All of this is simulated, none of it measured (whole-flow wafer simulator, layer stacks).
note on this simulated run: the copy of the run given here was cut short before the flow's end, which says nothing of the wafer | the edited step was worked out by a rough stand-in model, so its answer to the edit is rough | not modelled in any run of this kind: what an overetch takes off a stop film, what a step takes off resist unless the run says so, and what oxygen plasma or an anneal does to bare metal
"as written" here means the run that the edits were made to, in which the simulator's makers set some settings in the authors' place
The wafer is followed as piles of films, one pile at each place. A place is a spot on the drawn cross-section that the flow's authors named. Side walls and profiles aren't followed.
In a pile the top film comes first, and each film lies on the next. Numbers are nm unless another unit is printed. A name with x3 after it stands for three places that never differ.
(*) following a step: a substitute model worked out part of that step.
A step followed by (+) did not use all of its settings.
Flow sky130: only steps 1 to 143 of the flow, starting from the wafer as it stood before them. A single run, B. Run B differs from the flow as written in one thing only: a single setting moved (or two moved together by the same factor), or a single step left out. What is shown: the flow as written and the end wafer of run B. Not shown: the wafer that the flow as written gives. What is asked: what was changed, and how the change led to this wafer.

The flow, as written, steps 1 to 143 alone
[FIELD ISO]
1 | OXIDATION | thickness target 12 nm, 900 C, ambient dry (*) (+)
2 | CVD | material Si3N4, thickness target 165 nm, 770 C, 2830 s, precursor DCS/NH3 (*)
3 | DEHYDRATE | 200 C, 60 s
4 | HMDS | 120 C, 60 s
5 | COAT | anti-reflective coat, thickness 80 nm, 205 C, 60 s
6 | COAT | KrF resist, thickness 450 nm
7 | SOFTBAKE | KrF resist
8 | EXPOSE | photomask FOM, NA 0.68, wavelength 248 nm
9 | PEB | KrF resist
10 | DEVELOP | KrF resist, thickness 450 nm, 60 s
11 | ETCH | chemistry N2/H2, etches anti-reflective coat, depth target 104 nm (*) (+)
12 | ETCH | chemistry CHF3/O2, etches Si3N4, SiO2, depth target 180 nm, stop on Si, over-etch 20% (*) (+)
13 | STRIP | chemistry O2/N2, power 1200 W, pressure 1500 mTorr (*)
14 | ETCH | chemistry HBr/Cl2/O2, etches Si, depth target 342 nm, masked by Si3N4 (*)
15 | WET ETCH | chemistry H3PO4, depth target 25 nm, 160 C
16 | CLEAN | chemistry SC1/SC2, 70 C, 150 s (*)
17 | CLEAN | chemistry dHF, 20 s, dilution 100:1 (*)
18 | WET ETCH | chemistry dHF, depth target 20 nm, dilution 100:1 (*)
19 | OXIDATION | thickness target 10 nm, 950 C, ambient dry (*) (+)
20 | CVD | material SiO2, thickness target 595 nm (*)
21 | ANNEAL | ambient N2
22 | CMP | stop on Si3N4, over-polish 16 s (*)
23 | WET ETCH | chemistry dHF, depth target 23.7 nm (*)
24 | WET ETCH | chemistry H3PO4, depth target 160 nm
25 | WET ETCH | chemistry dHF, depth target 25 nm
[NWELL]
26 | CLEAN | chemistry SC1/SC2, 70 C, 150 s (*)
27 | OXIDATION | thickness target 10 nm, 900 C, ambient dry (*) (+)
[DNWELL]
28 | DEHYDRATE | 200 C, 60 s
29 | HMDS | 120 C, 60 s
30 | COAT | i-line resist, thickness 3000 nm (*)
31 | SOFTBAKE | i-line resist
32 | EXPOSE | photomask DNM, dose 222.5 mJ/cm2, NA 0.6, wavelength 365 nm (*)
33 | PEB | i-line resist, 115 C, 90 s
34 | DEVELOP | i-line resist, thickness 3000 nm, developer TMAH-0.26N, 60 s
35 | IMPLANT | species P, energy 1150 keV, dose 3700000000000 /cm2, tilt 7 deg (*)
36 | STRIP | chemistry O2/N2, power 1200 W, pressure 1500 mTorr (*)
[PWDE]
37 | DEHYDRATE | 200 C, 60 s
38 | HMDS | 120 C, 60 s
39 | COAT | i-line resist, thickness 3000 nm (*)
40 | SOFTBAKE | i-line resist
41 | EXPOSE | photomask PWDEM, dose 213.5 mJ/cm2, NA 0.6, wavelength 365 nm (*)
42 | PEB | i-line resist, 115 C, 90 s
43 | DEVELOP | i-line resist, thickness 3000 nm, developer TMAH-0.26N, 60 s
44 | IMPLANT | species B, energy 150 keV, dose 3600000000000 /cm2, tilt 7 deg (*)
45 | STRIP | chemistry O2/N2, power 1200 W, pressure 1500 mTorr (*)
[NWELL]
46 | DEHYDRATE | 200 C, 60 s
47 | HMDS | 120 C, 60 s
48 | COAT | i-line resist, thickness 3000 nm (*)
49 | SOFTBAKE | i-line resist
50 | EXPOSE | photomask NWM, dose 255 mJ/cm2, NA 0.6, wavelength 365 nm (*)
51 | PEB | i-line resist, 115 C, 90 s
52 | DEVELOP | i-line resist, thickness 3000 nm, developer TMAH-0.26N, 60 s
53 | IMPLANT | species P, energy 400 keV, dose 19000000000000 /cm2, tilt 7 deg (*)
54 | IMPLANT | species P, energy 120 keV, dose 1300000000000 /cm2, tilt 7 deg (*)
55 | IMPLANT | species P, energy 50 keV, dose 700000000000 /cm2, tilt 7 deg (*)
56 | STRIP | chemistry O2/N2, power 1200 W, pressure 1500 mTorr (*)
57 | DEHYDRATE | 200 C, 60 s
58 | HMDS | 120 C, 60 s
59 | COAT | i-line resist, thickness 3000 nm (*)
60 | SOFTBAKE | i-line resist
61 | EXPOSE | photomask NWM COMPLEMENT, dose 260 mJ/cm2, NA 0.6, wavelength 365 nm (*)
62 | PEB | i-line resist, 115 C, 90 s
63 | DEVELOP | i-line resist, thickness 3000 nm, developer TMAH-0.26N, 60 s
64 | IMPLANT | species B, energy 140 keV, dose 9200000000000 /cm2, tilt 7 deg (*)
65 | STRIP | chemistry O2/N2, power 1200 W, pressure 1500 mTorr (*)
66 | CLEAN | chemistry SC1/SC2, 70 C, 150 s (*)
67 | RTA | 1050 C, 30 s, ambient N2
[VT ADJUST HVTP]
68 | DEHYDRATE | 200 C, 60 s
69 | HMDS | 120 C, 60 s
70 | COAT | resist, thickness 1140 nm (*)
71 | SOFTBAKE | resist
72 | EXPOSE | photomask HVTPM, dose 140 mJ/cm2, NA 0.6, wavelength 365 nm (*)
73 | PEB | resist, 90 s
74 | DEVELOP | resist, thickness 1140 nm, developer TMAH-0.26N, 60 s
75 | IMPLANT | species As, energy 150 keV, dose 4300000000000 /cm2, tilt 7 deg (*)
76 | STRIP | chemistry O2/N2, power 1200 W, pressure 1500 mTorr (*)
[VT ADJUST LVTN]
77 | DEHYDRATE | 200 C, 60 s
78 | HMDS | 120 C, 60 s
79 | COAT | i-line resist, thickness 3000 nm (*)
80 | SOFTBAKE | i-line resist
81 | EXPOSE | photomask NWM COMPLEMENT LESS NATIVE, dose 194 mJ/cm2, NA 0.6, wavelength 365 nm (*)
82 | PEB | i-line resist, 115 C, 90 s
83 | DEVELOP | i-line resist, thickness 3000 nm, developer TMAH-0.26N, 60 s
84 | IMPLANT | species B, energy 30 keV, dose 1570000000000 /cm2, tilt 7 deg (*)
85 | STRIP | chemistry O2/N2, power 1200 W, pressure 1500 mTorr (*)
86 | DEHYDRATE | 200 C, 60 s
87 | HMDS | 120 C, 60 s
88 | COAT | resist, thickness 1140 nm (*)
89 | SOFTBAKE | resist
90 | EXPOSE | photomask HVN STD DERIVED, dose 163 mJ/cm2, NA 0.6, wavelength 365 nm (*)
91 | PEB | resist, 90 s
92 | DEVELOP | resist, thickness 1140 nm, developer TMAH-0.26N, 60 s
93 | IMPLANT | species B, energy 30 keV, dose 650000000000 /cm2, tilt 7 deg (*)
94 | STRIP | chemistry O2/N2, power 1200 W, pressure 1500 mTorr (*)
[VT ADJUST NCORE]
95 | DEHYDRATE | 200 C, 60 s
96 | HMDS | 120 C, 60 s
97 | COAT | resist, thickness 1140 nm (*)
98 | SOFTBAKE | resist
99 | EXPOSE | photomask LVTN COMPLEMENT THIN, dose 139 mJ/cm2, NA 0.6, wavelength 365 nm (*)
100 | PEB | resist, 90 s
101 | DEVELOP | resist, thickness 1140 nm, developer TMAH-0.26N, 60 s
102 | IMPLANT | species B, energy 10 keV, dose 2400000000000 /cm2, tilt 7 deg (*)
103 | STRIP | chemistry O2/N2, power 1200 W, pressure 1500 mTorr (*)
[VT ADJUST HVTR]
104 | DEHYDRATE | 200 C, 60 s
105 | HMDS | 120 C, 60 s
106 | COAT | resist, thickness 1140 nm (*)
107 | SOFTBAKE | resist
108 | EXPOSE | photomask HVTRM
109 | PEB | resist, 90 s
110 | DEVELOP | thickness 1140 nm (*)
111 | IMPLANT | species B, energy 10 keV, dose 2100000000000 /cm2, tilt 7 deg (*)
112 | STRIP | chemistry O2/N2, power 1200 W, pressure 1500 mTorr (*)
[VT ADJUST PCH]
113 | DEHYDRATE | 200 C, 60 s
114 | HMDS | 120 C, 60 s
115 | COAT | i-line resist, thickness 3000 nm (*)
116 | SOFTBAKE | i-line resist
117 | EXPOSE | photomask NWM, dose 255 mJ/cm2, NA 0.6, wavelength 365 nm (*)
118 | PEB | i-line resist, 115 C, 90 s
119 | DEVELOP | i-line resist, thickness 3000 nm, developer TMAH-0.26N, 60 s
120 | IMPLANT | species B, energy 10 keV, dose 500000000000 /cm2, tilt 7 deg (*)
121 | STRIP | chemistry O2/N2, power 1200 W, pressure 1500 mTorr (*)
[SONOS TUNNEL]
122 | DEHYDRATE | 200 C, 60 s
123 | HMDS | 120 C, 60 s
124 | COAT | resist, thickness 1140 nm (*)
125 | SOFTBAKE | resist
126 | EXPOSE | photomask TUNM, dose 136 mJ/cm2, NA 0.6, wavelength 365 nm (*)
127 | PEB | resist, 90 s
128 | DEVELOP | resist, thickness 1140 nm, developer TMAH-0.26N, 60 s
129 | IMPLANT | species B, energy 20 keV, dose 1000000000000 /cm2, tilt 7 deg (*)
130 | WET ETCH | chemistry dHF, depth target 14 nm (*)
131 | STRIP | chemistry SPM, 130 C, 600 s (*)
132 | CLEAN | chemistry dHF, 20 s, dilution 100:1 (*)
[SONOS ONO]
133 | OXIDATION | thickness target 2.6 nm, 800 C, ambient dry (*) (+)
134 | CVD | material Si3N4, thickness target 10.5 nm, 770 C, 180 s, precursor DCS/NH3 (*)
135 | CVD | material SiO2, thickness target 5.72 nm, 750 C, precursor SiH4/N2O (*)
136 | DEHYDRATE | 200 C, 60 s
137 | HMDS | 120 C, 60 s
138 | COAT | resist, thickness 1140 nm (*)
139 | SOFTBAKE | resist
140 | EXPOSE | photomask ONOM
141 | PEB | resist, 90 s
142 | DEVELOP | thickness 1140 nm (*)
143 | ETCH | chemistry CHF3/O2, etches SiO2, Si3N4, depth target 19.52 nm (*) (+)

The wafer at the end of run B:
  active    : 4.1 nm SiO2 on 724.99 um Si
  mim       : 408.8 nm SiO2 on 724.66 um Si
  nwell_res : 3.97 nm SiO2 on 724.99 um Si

What caused this: step 143, ETCH: depth target 22.66 nm was run, whereas the flow has depth target 19.52 nm.

Step by step, how the change led to this:
  143 | ETCH | chemistry CHF3/O2, etches SiO2, Si3N4, depth target 19.52 nm (*) (+)
      field, active, p_well x5 and 179 more: SiO2 loses 5.72 (all of it), Si3N4 loses 10.5 (all of it), SiO2 loses 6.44 (as written it would have been: SiO2 loses 5.72 (all of it), Si3N4 loses 10.5 (all of it), SiO2 loses 3.3)
      n_well, sonos_sd: SiO2 loses 5.72 (all of it), Si3N4 loses 10.5 (all of it), SiO2 loses 2.6 (all of it), Si loses 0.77 (as written it would have been: SiO2 loses 5.72 (all of it), Si3N4 loses 10.5 (all of it), SiO2 loses 2.6 (all of it), Si loses 0.14)
      (and at 2 other places as well)
